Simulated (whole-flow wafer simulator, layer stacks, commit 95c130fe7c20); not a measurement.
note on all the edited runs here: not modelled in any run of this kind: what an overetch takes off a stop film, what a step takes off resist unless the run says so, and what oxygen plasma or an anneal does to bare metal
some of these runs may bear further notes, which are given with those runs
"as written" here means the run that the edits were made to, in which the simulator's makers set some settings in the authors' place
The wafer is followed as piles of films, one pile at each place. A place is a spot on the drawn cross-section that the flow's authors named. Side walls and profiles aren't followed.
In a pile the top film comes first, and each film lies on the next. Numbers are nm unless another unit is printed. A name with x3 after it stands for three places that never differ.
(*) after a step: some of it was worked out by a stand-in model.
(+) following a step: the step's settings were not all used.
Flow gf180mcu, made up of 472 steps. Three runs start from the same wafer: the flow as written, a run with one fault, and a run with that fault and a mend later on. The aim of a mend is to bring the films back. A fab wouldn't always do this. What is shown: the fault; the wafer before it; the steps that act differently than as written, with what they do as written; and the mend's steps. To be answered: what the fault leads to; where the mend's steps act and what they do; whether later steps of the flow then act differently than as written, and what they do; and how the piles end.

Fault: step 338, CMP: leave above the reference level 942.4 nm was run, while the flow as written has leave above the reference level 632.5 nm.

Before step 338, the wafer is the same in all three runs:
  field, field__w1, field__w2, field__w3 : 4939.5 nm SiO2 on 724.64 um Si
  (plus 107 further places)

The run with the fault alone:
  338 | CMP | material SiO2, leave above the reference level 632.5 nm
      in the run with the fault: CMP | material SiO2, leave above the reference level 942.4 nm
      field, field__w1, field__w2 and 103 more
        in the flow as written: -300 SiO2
        in the run with the fault: nothing
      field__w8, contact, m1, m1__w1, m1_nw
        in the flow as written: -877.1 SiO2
        in the run with the fault: -567.2 SiO2
  Later steps of the flow acting differently than as written (11 more steps, not shown, differ only slightly: by at most 2% or 0.5 nm, whichever is larger):
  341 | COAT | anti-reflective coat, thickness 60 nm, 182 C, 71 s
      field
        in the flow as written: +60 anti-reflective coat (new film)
        in the run with the fault: +63.8 anti-reflective coat (new film)
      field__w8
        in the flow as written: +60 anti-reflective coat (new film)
        in the run with the fault: +54.2 anti-reflective coat (new film)
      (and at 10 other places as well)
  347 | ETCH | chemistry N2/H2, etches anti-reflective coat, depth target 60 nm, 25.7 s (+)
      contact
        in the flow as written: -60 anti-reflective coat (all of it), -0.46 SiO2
        in the run with the fault: -54.1 anti-reflective coat (all of it), -0.61 SiO2
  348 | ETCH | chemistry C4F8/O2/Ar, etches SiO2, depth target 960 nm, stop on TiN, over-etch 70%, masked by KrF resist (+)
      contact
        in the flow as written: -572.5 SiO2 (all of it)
        in the run with the fault: -882.2 SiO2 (all of it)
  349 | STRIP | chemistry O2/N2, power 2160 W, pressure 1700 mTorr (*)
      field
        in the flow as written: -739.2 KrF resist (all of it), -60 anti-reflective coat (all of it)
        in the run with the fault: -737.1 KrF resist (all of it), -63.8 anti-reflective coat (all of it)
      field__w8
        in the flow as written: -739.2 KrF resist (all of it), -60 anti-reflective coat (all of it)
        in the run with the fault: -738.3 KrF resist (all of it), -54.2 anti-reflective coat (all of it)
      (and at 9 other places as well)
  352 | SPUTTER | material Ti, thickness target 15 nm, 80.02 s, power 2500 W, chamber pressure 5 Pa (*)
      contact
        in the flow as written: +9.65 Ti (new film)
        in the run with the fault: +8.11 Ti (new film)
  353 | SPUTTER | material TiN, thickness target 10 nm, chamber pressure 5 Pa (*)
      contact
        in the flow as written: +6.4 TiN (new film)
        in the run with the fault: +5.38 TiN (new film)
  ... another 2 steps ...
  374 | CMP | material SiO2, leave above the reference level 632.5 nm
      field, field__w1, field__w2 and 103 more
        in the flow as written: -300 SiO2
        in the run with the fault: -290.6 SiO2
  The piles end different from the flow's at field, field__w1, field__w2 and 109 more by more than 2% or 0.5 nm, whichever is larger.
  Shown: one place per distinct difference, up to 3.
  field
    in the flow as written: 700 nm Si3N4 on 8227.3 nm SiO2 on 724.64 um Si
    in the run with the fault: 700 nm Si3N4 on 8536.7 nm SiO2 on 724.64 um Si
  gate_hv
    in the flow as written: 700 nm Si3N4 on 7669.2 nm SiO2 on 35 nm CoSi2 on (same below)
    in the run with the fault: 700 nm Si3N4 on 7978.6 nm SiO2 on 35 nm CoSi2 on (same below)
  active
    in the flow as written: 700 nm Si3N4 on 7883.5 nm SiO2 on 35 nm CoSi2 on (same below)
    in the run with the fault: 700 nm Si3N4 on 8192.9 nm SiO2 on 35 nm CoSi2 on (same below)

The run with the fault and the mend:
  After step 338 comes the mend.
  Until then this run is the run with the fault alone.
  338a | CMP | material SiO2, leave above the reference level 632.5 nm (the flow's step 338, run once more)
      field, field__w1, field__w2 and 103 more
        -300 SiO2
      field__w8, contact, m1, m1__w1, m1_nw
        -309.9 SiO2
  Every later step of the flow that is run acts as written at every place that is followed.
  At every place that both follow, the piles at the end match the flow's.
